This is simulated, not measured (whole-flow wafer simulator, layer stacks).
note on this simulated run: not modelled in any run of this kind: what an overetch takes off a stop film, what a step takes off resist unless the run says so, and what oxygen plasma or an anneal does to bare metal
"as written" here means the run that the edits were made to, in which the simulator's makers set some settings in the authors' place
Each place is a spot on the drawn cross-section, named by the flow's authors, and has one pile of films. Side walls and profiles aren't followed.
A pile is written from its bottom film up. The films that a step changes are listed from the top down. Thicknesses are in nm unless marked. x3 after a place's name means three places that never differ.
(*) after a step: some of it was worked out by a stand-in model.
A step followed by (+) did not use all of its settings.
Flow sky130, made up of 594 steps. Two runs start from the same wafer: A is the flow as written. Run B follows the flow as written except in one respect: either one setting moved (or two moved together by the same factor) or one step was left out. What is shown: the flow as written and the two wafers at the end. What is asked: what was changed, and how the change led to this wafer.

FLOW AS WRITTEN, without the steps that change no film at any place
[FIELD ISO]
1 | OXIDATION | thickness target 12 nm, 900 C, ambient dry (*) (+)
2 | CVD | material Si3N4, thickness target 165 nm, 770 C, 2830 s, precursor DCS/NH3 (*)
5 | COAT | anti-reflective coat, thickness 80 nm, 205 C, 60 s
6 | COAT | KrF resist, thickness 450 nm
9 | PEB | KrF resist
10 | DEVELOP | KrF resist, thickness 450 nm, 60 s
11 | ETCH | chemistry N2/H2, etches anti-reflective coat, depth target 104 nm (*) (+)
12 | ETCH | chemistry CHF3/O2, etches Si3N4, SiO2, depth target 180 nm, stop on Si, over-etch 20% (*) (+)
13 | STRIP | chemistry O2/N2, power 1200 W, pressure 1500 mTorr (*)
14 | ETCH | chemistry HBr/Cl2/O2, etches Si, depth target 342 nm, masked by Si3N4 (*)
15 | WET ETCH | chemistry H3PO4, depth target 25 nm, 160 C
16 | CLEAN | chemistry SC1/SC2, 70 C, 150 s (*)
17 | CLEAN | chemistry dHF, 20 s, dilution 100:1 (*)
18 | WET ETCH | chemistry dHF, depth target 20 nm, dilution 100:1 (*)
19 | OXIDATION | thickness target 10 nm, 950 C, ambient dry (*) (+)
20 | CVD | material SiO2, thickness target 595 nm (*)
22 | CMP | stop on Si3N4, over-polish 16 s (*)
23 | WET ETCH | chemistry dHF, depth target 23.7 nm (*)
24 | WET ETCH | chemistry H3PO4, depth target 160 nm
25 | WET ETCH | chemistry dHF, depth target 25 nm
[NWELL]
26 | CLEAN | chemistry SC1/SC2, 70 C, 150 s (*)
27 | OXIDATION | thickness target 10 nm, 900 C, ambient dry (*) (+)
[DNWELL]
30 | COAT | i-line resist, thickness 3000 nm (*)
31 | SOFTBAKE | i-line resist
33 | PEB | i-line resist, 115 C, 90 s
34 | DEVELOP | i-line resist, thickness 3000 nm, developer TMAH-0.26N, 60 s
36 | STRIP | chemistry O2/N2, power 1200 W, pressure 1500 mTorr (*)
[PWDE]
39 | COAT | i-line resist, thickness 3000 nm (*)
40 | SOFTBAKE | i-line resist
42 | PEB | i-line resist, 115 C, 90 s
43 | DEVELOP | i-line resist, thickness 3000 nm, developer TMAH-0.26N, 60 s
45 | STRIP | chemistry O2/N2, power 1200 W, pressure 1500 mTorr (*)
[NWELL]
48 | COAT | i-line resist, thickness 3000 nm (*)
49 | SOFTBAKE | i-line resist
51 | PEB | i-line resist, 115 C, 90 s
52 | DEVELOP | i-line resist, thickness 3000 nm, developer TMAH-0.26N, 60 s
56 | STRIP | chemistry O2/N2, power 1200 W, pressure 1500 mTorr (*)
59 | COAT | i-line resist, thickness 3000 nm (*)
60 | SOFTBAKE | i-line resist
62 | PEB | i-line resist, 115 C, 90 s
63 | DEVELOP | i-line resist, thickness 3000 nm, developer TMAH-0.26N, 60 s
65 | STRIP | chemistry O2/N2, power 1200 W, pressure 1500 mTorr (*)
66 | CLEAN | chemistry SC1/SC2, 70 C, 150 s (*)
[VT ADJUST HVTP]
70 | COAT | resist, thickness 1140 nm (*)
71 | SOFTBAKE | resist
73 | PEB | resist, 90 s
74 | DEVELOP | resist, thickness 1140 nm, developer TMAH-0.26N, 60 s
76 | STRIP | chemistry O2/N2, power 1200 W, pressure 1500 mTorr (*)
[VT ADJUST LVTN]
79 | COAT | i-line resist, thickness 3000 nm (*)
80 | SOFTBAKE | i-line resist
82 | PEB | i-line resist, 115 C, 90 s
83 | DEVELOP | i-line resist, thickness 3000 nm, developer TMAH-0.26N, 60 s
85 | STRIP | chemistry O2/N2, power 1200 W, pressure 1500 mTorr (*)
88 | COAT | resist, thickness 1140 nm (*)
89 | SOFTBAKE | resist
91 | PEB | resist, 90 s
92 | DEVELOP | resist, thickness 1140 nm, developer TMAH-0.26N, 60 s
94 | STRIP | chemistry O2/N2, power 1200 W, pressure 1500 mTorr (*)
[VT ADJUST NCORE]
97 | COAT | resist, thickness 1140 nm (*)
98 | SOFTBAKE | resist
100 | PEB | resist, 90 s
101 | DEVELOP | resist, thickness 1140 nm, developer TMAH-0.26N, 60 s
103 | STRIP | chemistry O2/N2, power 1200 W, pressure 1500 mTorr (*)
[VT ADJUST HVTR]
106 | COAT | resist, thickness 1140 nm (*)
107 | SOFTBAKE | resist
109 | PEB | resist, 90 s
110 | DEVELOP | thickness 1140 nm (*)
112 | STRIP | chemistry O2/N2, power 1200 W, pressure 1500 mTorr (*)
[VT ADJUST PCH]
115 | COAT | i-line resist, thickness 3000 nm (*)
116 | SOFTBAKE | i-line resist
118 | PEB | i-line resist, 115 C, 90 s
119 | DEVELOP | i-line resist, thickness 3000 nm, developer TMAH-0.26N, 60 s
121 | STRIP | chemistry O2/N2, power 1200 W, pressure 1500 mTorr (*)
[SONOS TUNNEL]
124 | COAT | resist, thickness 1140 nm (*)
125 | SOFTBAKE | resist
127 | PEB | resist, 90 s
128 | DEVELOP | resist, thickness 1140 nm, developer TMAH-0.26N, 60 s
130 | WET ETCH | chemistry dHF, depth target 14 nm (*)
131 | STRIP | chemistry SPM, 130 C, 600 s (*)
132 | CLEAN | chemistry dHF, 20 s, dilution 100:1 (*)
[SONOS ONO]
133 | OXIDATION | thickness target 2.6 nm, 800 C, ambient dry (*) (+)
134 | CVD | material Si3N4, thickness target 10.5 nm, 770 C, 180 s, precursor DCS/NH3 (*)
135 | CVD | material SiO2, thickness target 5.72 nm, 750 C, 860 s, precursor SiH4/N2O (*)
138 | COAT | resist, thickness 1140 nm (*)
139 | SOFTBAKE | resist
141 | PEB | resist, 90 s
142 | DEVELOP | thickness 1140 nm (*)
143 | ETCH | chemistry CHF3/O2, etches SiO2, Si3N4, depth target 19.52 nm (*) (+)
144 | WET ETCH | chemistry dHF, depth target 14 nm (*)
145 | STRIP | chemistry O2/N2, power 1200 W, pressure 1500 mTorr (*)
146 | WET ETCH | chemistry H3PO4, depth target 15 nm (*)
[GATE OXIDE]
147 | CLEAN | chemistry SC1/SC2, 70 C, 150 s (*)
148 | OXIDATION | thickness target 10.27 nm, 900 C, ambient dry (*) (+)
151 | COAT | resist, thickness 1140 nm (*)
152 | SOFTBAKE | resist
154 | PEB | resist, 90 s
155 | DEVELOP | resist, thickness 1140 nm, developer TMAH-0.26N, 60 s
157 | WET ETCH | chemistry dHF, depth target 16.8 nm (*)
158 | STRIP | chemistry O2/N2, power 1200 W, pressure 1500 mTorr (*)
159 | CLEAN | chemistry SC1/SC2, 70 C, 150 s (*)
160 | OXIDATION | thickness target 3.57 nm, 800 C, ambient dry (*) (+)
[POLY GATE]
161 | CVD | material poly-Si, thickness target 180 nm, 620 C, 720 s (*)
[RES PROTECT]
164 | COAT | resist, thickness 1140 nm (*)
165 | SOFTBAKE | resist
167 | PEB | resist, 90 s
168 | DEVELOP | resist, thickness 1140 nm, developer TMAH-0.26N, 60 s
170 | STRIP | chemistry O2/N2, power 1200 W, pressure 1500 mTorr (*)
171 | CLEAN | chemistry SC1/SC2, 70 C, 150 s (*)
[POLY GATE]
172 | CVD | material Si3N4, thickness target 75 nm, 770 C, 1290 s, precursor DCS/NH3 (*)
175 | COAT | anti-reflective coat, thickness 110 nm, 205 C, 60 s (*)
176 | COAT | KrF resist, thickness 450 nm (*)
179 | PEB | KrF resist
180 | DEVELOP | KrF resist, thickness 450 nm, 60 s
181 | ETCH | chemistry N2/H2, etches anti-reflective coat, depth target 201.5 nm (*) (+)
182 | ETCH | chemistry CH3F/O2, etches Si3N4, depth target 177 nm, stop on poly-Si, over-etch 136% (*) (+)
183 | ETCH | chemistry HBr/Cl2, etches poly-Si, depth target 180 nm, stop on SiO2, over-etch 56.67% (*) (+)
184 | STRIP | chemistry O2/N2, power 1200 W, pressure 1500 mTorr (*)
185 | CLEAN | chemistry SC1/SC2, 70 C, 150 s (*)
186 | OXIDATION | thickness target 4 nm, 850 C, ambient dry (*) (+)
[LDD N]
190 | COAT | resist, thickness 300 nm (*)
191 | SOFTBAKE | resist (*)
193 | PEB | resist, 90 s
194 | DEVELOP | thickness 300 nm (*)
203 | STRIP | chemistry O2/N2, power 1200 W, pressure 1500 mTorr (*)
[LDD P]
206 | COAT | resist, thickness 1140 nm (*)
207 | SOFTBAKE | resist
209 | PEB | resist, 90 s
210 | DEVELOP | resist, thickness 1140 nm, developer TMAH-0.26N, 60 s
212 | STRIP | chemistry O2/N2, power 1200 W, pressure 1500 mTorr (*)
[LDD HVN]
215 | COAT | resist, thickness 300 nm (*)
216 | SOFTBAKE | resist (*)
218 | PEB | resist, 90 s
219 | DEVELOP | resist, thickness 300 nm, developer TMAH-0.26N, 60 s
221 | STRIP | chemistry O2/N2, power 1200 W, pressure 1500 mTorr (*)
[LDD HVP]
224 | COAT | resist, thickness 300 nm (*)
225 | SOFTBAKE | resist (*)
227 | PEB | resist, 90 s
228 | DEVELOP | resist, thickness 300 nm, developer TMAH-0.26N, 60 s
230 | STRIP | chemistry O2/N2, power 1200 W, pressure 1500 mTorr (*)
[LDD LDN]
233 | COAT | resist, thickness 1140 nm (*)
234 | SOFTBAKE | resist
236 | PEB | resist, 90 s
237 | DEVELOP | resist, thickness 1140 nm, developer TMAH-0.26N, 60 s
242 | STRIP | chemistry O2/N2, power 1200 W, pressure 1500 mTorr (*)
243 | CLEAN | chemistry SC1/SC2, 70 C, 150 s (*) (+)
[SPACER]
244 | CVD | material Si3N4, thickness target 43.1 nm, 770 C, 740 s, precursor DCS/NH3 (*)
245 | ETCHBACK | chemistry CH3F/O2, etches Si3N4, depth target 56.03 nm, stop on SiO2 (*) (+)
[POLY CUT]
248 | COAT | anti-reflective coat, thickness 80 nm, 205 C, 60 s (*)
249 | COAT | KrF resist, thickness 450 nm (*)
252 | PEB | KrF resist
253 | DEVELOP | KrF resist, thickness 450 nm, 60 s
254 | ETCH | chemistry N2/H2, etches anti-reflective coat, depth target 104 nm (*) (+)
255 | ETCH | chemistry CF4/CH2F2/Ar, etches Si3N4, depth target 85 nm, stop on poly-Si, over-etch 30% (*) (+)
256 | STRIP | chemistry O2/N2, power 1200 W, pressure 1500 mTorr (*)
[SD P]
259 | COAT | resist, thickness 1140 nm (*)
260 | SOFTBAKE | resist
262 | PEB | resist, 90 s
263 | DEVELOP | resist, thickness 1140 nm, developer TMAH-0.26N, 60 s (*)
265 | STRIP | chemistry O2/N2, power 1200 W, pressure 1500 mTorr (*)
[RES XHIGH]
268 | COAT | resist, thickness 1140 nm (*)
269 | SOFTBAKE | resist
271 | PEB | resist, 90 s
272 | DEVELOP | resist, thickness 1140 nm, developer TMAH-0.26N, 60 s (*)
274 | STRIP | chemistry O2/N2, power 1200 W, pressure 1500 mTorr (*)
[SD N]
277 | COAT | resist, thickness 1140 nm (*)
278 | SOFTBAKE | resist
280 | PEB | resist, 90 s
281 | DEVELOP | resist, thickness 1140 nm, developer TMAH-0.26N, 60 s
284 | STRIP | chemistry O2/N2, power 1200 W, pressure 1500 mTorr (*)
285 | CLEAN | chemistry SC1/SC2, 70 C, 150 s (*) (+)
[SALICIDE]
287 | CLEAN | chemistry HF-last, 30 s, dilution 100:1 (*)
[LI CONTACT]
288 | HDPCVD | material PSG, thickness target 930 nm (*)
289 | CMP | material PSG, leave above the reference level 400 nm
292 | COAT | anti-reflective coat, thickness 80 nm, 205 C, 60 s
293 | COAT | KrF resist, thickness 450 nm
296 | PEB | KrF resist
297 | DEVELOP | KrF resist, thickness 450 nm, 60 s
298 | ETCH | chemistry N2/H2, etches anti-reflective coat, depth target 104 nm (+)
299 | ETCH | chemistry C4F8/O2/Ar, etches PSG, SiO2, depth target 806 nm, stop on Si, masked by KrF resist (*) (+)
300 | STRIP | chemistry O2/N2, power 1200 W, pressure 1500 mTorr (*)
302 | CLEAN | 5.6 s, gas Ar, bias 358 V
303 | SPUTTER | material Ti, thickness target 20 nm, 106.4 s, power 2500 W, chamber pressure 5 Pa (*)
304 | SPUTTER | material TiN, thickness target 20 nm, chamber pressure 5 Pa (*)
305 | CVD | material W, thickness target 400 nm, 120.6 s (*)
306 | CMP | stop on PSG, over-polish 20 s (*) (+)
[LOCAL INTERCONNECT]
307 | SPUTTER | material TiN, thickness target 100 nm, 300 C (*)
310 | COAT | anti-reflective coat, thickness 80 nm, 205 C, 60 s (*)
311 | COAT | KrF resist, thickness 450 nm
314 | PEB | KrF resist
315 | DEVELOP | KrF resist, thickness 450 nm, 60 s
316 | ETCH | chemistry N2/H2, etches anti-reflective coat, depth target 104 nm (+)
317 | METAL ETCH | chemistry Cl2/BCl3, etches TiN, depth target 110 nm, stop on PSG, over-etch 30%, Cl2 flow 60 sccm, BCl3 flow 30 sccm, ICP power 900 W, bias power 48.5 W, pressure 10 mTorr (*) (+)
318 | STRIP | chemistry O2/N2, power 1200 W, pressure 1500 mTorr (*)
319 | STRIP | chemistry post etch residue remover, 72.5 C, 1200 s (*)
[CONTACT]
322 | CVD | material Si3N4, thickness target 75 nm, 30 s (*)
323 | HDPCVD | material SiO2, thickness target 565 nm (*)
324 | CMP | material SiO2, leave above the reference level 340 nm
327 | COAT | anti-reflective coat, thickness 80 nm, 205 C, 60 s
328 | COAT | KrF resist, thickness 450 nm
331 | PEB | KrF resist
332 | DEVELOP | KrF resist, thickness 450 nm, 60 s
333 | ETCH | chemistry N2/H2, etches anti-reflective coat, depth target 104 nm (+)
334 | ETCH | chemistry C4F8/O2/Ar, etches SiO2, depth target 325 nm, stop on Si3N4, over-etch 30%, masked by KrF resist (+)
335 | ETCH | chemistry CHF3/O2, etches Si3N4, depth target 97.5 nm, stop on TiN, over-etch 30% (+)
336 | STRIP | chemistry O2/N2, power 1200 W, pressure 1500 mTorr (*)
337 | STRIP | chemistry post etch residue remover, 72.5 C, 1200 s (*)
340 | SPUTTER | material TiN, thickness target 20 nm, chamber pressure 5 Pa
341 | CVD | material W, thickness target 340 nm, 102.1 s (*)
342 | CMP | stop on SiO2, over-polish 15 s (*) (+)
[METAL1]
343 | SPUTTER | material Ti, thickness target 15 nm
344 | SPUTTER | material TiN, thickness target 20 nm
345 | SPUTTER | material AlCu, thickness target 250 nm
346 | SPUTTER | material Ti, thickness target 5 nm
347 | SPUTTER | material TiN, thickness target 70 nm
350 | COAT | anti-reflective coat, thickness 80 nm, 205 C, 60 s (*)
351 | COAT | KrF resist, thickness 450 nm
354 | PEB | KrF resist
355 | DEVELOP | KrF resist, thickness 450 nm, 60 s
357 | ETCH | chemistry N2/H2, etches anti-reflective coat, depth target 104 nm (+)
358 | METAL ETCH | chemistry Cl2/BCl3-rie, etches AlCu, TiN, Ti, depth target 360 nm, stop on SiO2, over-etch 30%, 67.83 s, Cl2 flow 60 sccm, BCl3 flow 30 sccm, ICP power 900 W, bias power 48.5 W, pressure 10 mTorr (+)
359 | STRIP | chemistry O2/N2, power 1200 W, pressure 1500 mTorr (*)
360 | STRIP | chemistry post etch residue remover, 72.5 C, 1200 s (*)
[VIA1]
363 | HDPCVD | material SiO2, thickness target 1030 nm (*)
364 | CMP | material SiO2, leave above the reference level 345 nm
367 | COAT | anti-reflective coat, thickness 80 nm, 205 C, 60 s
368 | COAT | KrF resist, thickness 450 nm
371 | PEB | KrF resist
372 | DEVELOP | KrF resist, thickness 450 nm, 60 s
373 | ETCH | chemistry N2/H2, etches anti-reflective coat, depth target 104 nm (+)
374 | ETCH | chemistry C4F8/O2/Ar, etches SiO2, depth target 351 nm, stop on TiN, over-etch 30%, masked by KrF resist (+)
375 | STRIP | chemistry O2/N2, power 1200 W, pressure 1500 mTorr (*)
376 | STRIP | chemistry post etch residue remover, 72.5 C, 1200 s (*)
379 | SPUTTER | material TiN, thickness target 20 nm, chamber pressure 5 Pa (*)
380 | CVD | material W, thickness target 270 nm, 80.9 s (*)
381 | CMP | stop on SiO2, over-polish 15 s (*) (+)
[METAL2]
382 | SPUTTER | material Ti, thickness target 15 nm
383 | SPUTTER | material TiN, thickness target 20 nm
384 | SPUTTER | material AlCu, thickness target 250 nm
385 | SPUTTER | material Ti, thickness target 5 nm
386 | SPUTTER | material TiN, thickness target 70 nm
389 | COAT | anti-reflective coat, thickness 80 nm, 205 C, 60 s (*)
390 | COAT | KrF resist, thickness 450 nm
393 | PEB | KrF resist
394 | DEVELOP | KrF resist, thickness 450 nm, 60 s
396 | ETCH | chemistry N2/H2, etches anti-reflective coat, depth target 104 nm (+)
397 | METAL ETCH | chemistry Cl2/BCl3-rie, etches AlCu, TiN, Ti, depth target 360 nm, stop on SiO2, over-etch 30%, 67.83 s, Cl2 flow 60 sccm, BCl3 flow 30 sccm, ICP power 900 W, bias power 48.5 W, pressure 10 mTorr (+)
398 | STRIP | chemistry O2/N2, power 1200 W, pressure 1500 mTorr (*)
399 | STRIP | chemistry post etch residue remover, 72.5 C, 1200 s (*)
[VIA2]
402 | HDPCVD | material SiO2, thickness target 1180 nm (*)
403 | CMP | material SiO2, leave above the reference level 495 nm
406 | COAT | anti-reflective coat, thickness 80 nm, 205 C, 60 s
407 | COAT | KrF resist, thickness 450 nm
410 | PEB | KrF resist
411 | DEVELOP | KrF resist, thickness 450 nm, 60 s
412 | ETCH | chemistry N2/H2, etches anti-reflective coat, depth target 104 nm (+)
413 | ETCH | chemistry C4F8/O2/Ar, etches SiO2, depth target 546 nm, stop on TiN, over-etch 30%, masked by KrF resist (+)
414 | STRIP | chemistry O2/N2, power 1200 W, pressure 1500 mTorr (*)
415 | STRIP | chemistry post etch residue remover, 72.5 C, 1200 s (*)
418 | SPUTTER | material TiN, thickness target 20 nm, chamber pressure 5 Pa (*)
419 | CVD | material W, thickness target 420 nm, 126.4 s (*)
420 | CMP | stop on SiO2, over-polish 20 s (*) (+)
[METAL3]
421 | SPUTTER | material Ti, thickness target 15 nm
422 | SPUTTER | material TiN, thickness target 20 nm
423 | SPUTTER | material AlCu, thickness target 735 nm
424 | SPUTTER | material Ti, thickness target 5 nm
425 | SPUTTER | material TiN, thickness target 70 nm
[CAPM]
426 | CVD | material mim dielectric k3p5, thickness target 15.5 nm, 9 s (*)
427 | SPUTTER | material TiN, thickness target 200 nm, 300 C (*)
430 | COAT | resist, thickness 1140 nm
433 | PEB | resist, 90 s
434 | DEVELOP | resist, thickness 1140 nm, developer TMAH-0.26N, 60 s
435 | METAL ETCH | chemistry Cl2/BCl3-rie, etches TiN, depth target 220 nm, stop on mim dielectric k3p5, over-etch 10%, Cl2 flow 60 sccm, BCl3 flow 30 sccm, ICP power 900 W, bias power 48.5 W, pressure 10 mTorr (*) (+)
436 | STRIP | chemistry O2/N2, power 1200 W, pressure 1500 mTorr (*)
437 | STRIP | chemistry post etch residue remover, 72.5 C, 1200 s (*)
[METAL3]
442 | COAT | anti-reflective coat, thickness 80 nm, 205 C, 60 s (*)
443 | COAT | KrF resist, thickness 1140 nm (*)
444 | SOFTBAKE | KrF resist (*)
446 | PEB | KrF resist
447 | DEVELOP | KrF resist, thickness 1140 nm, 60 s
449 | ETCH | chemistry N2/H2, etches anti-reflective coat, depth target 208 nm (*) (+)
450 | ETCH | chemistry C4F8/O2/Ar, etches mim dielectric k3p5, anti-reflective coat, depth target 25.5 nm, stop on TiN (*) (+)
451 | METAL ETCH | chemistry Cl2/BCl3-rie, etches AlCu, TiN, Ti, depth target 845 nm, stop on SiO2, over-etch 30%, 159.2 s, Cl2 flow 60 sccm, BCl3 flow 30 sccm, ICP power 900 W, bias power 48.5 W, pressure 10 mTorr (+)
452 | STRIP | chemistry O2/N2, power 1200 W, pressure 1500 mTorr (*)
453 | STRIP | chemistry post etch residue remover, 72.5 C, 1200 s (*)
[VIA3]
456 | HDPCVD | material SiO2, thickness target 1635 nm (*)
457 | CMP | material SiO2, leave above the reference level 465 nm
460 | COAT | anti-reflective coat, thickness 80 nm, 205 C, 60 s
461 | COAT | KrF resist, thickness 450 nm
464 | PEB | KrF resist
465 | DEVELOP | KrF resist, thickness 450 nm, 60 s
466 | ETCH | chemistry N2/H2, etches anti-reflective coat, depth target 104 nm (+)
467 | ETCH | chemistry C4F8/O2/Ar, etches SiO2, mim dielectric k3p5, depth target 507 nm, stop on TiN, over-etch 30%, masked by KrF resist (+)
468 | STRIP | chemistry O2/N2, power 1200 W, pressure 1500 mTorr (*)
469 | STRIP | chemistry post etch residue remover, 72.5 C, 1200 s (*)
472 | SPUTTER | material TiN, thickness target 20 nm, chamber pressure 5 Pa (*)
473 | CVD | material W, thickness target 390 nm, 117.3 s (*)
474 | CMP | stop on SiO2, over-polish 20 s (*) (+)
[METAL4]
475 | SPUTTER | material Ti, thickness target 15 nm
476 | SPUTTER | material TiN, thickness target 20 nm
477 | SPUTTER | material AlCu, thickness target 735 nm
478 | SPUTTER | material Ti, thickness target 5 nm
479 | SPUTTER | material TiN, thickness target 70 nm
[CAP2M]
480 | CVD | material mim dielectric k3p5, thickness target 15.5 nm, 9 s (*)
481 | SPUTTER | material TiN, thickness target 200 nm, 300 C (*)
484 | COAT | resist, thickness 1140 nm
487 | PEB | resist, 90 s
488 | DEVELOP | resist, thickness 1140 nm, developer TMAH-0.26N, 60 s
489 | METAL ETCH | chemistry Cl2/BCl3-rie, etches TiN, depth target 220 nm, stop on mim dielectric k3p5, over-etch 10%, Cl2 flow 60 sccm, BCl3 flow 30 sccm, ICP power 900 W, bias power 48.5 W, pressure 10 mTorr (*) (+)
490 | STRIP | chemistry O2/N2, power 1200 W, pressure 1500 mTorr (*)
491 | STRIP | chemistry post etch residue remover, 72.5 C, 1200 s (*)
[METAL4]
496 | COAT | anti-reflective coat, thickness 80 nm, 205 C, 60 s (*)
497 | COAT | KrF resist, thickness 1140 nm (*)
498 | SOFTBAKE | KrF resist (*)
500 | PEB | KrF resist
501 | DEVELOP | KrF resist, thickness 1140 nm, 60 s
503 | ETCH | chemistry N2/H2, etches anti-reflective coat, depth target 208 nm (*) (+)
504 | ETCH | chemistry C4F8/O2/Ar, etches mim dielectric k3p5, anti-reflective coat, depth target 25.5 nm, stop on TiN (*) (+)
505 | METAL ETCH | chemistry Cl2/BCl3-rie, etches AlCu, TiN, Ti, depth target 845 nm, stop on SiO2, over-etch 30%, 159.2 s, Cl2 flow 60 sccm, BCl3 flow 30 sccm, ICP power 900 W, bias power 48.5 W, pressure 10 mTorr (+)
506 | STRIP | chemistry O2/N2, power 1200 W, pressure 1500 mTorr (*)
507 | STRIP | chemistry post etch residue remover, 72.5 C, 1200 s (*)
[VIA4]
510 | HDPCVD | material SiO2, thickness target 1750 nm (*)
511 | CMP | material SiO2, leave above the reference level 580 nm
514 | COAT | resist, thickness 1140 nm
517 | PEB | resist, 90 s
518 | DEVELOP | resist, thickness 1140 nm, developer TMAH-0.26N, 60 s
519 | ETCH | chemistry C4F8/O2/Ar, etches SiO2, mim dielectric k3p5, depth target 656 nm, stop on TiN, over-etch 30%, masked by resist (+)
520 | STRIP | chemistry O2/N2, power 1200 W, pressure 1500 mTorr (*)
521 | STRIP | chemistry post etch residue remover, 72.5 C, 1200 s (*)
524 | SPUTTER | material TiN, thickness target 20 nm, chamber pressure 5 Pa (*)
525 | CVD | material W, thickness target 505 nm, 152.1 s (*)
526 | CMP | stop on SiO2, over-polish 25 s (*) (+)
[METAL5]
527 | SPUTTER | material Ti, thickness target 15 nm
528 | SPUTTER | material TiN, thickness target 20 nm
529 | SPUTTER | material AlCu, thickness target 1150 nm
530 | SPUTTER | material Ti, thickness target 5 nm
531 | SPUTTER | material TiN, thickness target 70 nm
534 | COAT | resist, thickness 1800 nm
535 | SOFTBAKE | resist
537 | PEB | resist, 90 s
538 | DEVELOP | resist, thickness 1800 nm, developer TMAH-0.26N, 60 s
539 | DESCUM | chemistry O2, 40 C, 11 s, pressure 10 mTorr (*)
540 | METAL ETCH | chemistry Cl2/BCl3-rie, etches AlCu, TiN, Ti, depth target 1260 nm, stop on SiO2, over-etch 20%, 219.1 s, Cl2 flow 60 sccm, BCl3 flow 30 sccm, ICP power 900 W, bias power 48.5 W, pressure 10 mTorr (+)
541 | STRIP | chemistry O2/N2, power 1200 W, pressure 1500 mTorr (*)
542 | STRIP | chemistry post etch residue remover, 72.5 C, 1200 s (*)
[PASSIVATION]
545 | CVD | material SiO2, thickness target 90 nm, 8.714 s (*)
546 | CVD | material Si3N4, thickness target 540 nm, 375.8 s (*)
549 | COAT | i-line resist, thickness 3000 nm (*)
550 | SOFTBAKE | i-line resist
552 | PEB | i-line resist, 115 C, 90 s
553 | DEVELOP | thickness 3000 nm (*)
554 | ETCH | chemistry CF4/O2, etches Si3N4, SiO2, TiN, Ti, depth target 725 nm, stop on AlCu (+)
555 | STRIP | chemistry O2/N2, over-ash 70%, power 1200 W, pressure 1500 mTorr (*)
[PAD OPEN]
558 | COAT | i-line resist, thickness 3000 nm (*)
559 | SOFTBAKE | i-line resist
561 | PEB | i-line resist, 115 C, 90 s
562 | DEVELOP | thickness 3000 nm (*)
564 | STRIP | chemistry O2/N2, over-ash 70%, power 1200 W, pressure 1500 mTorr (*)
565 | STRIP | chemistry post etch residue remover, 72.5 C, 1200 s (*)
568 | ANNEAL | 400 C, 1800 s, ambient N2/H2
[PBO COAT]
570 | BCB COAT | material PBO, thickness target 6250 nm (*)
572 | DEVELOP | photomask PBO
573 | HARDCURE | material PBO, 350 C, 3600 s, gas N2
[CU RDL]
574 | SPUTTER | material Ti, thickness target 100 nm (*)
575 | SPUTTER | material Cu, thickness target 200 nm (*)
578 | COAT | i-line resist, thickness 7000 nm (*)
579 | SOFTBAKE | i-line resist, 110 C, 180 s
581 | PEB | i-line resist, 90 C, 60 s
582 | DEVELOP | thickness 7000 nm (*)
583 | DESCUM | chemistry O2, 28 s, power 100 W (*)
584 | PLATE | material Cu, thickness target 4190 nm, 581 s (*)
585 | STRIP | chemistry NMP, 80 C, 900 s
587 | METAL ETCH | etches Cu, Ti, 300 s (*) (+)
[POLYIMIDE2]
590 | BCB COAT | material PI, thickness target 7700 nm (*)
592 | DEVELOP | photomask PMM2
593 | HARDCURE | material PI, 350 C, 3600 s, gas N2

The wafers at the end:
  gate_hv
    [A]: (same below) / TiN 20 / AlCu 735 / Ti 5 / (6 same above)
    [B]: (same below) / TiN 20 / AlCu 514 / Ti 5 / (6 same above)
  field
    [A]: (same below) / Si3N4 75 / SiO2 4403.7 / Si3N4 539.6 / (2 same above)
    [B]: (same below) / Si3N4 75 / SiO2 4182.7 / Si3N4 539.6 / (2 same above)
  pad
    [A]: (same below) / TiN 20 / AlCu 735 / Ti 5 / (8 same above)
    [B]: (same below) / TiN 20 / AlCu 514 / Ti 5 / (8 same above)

The reason: step 477, SPUTTER: thickness target 514 nm was run, while the flow as written has thickness target 735 nm.
One can read it off the wafer: gate_hv has AlCu 514, and step 477 as written asks for 735 nm.

The path from the change to this, step by step:
  477 | SPUTTER | material AlCu, thickness target 735 nm
      field, active, n_well and 189 more: A +735 AlCu (new film) | B +514 AlCu (new film)
  505 | METAL ETCH | chemistry Cl2/BCl3-rie, etches AlCu, TiN, Ti, depth target 845 nm, stop on SiO2, over-etch 30%, 159.2 s, Cl2 flow 60 sccm, BCl3 flow 30 sccm, ICP power 900 W, bias power 48.5 W, pressure 10 mTorr (+)
      field, active, gate and 63 more: A -70 TiN (all of it), -5 Ti (all of it), -735 AlCu (all of it), -20 TiN (all of it), -15 Ti (all of it), -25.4 SiO2 | B -70 TiN (all of it), -5 Ti (all of it), -514 AlCu (all of it), -20 TiN (all of it), -15 Ti (all of it), -47.4 SiO2
      vpp_iso1, m1_ln, poly_licon and 8 more: A -70 TiN (all of it), -5 Ti (all of it), -735 AlCu (all of it), -20 TiN (all of it), -15 Ti (all of it), -25.3 SiO2 | B -70 TiN (all of it), -5 Ti (all of it), -514 AlCu (all of it), -20 TiN (all of it), -15 Ti (all of it), -47.4 SiO2
      (and at 11 other places as well)
  511 | CMP | material SiO2, leave above the reference level 580 nm
      field, active, gate and 66 more: A -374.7 SiO2 | B -573.6 SiO2
      vpp_ln, vpp_iso2, mim_edge_plate and 7 more: A -374.7 SiO2 | B -573.5 SiO2
      (and at 9 other places as well)
